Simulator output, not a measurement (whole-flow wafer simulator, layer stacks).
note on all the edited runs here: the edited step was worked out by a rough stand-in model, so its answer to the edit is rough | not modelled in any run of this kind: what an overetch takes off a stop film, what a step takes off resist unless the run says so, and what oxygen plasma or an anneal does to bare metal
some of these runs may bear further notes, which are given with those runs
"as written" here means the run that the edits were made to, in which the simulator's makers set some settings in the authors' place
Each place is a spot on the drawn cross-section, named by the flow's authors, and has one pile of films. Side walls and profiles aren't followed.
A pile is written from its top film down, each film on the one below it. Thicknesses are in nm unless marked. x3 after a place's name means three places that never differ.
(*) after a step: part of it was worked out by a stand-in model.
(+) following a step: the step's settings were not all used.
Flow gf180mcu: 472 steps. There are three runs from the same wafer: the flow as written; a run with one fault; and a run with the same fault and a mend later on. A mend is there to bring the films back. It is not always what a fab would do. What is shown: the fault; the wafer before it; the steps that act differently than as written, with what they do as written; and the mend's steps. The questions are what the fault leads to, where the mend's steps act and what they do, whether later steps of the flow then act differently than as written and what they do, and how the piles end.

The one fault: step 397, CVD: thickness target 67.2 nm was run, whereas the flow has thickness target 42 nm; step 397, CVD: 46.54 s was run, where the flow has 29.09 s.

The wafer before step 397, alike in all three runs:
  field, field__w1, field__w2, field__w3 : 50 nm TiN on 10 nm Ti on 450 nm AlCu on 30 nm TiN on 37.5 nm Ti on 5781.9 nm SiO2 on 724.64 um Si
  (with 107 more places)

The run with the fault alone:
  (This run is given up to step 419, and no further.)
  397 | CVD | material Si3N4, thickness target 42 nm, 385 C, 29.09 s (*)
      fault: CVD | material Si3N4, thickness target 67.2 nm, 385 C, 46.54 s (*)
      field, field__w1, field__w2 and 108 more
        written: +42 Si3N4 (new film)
        fault: +67.1 Si3N4 (new film)
  Later steps of the flow acting differently than as written:
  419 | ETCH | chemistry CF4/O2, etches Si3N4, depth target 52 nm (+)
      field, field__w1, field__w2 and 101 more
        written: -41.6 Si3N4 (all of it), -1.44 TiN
        fault: -52 Si3N4
  Once step 419 is done, the piles at field, field__w1, field__w2 and 109 more depart from the flow's by more than 2% or 0.5 nm, whichever is larger.
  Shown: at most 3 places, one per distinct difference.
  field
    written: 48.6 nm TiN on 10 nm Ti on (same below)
    fault: 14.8 nm Si3N4 on 50 nm TiN on 10 nm Ti on (same below)
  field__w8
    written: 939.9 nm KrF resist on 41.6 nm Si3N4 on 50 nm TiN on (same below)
    fault: 939.9 nm KrF resist on 66.8 nm Si3N4 on 50 nm TiN on (same below)
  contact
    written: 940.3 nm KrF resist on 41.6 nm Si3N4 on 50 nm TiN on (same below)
    fault: 940.3 nm KrF resist on 66.8 nm Si3N4 on 50 nm TiN on (same below)

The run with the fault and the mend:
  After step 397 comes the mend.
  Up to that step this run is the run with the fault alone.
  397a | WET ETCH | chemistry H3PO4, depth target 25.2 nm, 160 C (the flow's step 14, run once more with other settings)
      field, field__w1, field__w2 and 108 more
        -25.2 Si3N4
  Every later step of the flow that is run acts as written, at every place that is followed, to within 2% or 0.5 nm, whichever is larger.
  When the end is reached, the piles differ only a little from the flow's at the places that both follow, at most by 2% or 0.5 nm, whichever is larger.
